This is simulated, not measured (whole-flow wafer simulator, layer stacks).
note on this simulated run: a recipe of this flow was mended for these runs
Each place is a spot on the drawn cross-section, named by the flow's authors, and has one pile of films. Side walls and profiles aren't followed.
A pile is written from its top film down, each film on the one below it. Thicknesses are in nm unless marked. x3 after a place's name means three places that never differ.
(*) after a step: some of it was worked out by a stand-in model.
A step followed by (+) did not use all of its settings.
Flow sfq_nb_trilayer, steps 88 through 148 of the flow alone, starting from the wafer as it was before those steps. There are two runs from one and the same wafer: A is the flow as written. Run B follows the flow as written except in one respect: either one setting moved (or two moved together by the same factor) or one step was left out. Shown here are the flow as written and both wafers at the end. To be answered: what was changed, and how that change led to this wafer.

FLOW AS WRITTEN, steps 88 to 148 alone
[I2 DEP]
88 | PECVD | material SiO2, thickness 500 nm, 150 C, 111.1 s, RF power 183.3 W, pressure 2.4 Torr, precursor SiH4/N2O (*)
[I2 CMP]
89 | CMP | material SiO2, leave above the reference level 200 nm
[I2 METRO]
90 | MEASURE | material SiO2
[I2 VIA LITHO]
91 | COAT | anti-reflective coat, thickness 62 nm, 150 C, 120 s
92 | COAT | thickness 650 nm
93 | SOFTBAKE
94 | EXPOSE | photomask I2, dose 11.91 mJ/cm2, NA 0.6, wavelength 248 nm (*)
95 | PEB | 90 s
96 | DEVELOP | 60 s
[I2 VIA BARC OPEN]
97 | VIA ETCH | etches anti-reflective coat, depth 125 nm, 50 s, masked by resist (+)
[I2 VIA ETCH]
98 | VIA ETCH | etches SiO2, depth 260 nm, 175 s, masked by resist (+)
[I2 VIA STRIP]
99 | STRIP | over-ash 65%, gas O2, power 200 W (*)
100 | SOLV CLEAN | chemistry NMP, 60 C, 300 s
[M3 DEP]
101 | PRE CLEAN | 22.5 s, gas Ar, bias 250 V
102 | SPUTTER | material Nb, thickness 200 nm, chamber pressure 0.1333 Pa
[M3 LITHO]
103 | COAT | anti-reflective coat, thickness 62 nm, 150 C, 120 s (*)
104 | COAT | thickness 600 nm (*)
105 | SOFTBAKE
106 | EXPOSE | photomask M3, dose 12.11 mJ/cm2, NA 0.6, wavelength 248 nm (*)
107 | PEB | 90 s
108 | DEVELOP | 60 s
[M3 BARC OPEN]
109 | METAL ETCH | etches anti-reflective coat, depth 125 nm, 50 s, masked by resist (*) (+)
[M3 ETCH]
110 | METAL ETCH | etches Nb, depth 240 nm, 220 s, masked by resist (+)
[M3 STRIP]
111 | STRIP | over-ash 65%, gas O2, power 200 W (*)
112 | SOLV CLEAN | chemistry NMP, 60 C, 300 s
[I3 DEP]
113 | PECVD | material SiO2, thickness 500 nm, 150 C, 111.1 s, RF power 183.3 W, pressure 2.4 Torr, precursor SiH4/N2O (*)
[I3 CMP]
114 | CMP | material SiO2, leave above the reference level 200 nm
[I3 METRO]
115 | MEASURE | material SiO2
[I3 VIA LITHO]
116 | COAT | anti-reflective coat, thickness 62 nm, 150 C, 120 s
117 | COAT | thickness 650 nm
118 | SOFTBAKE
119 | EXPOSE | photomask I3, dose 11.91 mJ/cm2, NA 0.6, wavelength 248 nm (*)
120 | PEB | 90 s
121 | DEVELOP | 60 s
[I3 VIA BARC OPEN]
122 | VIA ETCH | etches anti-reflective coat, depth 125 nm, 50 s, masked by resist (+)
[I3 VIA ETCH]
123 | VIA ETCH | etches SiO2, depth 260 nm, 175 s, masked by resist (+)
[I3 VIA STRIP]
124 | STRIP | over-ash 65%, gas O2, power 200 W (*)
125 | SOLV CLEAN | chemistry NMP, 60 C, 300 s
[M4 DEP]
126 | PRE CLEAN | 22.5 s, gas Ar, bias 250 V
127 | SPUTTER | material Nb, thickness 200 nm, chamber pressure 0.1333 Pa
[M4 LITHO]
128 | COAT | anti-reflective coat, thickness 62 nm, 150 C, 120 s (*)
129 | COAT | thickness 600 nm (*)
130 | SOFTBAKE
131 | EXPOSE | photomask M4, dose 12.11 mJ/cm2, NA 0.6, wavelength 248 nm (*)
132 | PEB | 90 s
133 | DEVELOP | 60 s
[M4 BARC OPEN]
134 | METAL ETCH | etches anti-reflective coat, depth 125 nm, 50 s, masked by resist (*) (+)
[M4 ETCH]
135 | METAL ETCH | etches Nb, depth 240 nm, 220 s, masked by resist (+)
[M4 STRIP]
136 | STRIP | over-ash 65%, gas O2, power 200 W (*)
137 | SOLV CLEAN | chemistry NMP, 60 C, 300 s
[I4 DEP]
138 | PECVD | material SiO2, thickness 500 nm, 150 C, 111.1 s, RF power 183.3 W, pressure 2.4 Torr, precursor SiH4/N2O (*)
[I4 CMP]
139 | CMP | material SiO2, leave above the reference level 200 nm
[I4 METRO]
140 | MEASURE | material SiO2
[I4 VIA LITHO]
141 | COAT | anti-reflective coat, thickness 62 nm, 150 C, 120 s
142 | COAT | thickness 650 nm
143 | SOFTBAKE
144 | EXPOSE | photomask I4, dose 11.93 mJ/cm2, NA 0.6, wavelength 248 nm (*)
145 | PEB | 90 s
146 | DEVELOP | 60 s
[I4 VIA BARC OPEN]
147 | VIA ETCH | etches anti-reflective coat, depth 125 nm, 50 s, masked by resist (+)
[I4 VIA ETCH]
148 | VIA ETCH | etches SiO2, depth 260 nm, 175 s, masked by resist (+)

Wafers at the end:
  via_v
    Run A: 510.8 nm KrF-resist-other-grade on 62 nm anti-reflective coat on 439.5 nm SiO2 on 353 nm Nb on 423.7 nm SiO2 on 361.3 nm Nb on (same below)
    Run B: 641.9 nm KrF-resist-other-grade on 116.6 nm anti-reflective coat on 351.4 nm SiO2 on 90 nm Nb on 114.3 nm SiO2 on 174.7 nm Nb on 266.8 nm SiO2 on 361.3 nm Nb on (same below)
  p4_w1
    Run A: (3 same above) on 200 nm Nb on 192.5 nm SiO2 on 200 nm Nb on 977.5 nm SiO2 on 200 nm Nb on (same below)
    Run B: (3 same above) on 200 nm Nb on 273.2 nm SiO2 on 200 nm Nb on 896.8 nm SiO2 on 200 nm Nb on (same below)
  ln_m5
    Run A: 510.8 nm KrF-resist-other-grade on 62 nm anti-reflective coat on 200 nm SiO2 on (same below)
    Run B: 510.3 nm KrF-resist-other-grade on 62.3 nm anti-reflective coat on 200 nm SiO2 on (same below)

Cause: step 88, PECVD: RF power 93.94 W was run, whereas the flow has RF power 183.3 W.

The path from the change to this, step by step:
  88 | PECVD | material SiO2, thickness 500 nm, 150 C, 111.1 s, RF power 183.3 W, pressure 2.4 Torr, precursor SiH4/N2O (*)
      field_l, be, be_sur and 81 more: A SiO2 gains 500 | B SiO2 gains 323.3
      v_sur, via_wl, via_w and 18 more: A SiO2 gains 500 (new film) | B SiO2 gains 323.3 (new film)
      (and at 1 other place as well)
  89 | CMP | material SiO2, leave above the reference level 200 nm
      field_l, be, be_sur and 81 more: A SiO2 loses 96 | B nothing
      via_v: A SiO2 loses 181.6 | B nothing
      (and at 21 other places as well)
  91 | COAT | anti-reflective coat, thickness 62 nm, 150 C, 120 s
      wl_f_m6, m0r_line_r x3: A anti-reflective coat gains 62 (new film) | B anti-reflective coat gains 68.7 (new film)
      m0r_line_l x3: A anti-reflective coat gains 62 (new film) | B anti-reflective coat gains 68.5 (new film)
      (and at 69 other places as well)
  92 | COAT | thickness 650 nm
      m0r_line_l x3: A KrF-resist-other-grade gains 650 (new film) | B KrF-resist-other-grade gains 665.6 (new film)
      m0r_line_r x3: A KrF-resist-other-grade gains 650 (new film) | B KrF-resist-other-grade gains 665.4 (new film)
      (and at 29 other places as well)
  96 | DEVELOP | 60 s
      via_w: A KrF-resist-other-grade loses 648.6 (all of it) | B KrF-resist-other-grade loses 613.4 (all of it)
  97 | VIA ETCH | etches anti-reflective coat, depth 125 nm, 50 s, masked by resist (+)
      via_w: A anti-reflective coat loses 62 (all of it), SiO2 loses 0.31 | B anti-reflective coat loses 66.7 (all of it), SiO2 loses 0.29
  99 | STRIP | over-ash 65%, gas O2, power 200 W (*)
      m0r_line_l x3: A KrF-resist-other-grade loses 510.8 (all of it), anti-reflective coat loses 62 (all of it) | B KrF-resist-other-grade loses 526.4 (all of it), anti-reflective coat loses 68.5 (all of it)
      m0r_space_l, m6r_space_l x2: A KrF-resist-other-grade loses 510.8 (all of it), anti-reflective coat loses 62 (all of it) | B KrF-resist-other-grade loses 514.7 (all of it), anti-reflective coat loses 82.7 (all of it)
      (and at 72 other places as well)
  102 | SPUTTER | material Nb, thickness 200 nm, chamber pressure 0.1333 Pa
      via_v: A Nb gains 200 (new film) | B Nb gains 174.7 (new film)
  103 | COAT | anti-reflective coat, thickness 62 nm, 150 C, 120 s (*)
      p3_s2, p3_s5, wl_f_sr: A anti-reflective coat gains 62 (new film) | B anti-reflective coat gains 63.3 (new film)
      m0r_line_l x3: A anti-reflective coat gains 62 (new film) | B anti-reflective coat gains 66.2 (new film)
      (and at 68 other places as well)
  104 | COAT | thickness 600 nm (*)
      wl_f_sl, m0r_line_l x3: A KrF-resist-other-grade gains 600 (new film) | B KrF-resist-other-grade gains 614.8 (new film)
      wl_j_sl, m5r_linepad_l, m5r_linepad_r: A KrF-resist-other-grade gains 600 (new film) | B KrF-resist-other-grade gains 582.7 (new film)
      (and at 30 other places as well)
  108 | DEVELOP | 60 s
      wl_f_sl, m0r_line_l x3: A KrF-resist-other-grade loses 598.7 (all of it) | B KrF-resist-other-grade loses 613.5 (all of it)
      m0r_line_r x3: A KrF-resist-other-grade loses 598.7 (all of it) | B KrF-resist-other-grade loses 613.4 (all of it)
      (and at 16 other places as well)
  109 | METAL ETCH | etches anti-reflective coat, depth 125 nm, 50 s, masked by resist (*) (+)
      p3_s2, p3_s5, wl_f_sr: A anti-reflective coat loses 62 (all of it) | B anti-reflective coat loses 63.3 (all of it)
      m0r_line_l x3: A anti-reflective coat loses 62 (all of it) | B anti-reflective coat loses 66.2 (all of it)
      (and at 48 other places as well)
  111 | STRIP | over-ash 65%, gas O2, power 200 W (*)
      v_sur: A KrF-resist-other-grade loses 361 (all of it), anti-reflective coat loses 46 (all of it) | B KrF-resist-other-grade loses 335.9 (all of it), anti-reflective coat loses 33 (all of it)
      via_wl: A KrF-resist-other-grade loses 381.1 (all of it), anti-reflective coat loses 16.7 (all of it) | B KrF-resist-other-grade loses 346.8 (all of it), anti-reflective coat loses 16.9 (all of it)
      (and at 22 other places as well)
  113 | PECVD | material SiO2, thickness 500 nm, 150 C, 111.1 s, RF power 183.3 W, pressure 2.4 Torr, precursor SiH4/N2O (*)
      via_v: A SiO2 gains 500 (new film) | B SiO2 gains 539.2 (new film)
  114 | CMP | material SiO2, leave above the reference level 200 nm
      field_l, be, be_sur and 64 more: A SiO2 loses 96 | B SiO2 loses 15.3
      p4_w1, p4_w2, p4_w3 and 6 more: A SiO2 loses 300 | B SiO2 loses 219.3
      (and at 9 other places as well)
  123 | VIA ETCH | etches SiO2, depth 260 nm, 175 s, masked by resist (+)
      via_v: A SiO2 loses 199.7 (all of it), Nb loses 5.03 | B SiO2 loses 260
  ... 11 other steps ...
  147 | VIA ETCH | etches anti-reflective coat, depth 125 nm, 50 s, masked by resist (+)
      via_wl: A anti-reflective coat loses 62 (all of it), SiO2 loses 0.31 | B anti-reflective coat loses 68.6 (all of it), SiO2 loses 0.28
      via_w: A anti-reflective coat loses 62 (all of it), SiO2 loses 0.31 | B anti-reflective coat loses 71 (all of it), SiO2 loses 0.27
      (and at 1 other place as well)
With metal films that touch counted as one body, via_v has 4 bodies (between them, from the top down: SiO2 114.3; SiO2 266.8; SiO2 192.5); the flow as written gives 3 bodies (between them, from the top down: SiO2 423.7; SiO2 192.5).
